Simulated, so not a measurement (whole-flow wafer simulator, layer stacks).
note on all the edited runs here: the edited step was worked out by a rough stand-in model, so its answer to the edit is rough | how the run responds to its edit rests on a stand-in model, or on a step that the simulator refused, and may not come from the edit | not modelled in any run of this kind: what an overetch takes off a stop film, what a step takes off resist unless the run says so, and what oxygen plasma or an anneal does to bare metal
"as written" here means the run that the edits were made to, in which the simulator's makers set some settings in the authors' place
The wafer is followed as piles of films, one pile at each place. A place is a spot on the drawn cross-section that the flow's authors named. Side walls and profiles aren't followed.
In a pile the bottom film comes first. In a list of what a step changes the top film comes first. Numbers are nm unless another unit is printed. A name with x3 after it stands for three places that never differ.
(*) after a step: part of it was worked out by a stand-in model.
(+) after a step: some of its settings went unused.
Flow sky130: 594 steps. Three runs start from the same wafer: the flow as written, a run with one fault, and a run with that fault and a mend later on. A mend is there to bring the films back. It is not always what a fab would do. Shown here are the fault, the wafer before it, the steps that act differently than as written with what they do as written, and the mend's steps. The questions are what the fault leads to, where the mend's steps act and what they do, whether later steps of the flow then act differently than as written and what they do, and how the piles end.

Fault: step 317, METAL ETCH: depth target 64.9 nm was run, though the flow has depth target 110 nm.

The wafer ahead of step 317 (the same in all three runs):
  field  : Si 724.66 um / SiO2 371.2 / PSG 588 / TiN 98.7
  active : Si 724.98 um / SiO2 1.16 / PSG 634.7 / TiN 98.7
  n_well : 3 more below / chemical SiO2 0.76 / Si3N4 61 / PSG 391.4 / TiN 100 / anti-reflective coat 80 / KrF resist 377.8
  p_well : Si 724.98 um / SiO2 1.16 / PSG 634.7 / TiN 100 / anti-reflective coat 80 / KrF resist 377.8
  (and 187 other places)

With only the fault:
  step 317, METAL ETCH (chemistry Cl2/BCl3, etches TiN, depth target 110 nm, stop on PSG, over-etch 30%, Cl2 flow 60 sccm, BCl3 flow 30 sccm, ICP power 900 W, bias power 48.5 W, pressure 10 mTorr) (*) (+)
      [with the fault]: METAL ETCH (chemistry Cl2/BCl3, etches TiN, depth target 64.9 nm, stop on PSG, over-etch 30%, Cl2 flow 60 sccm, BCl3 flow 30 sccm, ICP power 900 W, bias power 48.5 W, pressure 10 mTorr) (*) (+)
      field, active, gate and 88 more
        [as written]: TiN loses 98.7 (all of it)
        [with the fault]: TiN loses 64.9
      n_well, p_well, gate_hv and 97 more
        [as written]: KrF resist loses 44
        [with the fault]: KrF resist loses 26
  Later steps of the flow acting differently than as written (9 other steps are not shown; they differ only slightly, by no more than 2% or 0.5 nm, whichever is larger):
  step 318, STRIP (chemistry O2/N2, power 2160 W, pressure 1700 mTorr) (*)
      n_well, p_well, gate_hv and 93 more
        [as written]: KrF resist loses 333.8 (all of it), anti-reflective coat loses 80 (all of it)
        [with the fault]: KrF resist loses 351.9 (all of it), anti-reflective coat loses 80 (all of it)
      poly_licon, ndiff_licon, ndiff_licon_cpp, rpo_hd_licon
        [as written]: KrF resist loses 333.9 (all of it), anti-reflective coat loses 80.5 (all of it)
        [with the fault]: KrF resist loses 351.9 (all of it), anti-reflective coat loses 80.5 (all of it)
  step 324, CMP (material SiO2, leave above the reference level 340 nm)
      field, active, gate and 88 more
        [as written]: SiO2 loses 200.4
        [with the fault]: SiO2 loses 233.8
  The piles end different from the flow's at field, active, gate and 90 more by more than 2% or 0.5 nm, whichever is larger.
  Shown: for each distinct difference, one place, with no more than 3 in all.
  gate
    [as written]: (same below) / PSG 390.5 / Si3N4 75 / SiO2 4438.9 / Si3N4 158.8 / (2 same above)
    [with the fault]: (same below) / PSG 390.5 / TiN 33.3 / Si3N4 75 / SiO2 4405.6 / Si3N4 158.8 / (2 same above)
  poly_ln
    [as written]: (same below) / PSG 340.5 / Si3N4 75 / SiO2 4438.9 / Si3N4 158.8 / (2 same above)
    [with the fault]: (same below) / PSG 340.5 / TiN 33.3 / Si3N4 75 / SiO2 4405.6 / Si3N4 158.8 / (2 same above)
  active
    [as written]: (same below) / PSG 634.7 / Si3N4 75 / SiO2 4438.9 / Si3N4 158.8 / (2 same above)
    [with the fault]: (same below) / PSG 634.7 / TiN 33.3 / Si3N4 75 / SiO2 4405.6 / Si3N4 158.8 / (2 same above)

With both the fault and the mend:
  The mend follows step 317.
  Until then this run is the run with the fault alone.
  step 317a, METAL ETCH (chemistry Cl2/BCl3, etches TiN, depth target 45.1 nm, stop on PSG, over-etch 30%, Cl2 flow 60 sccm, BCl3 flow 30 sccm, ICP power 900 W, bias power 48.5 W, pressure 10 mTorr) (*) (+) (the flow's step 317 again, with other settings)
      n_well, p_well, gate_hv and 97 more
        KrF resist loses 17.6
      field, active, gate and 88 more
        TiN loses 33.8 (all of it)
  Later steps of the flow that are run all act as written at every place that is followed, up to a difference of at most 2% or 0.5 nm, whichever is larger.
  At every place that both follow, the piles at the end match the flow's.
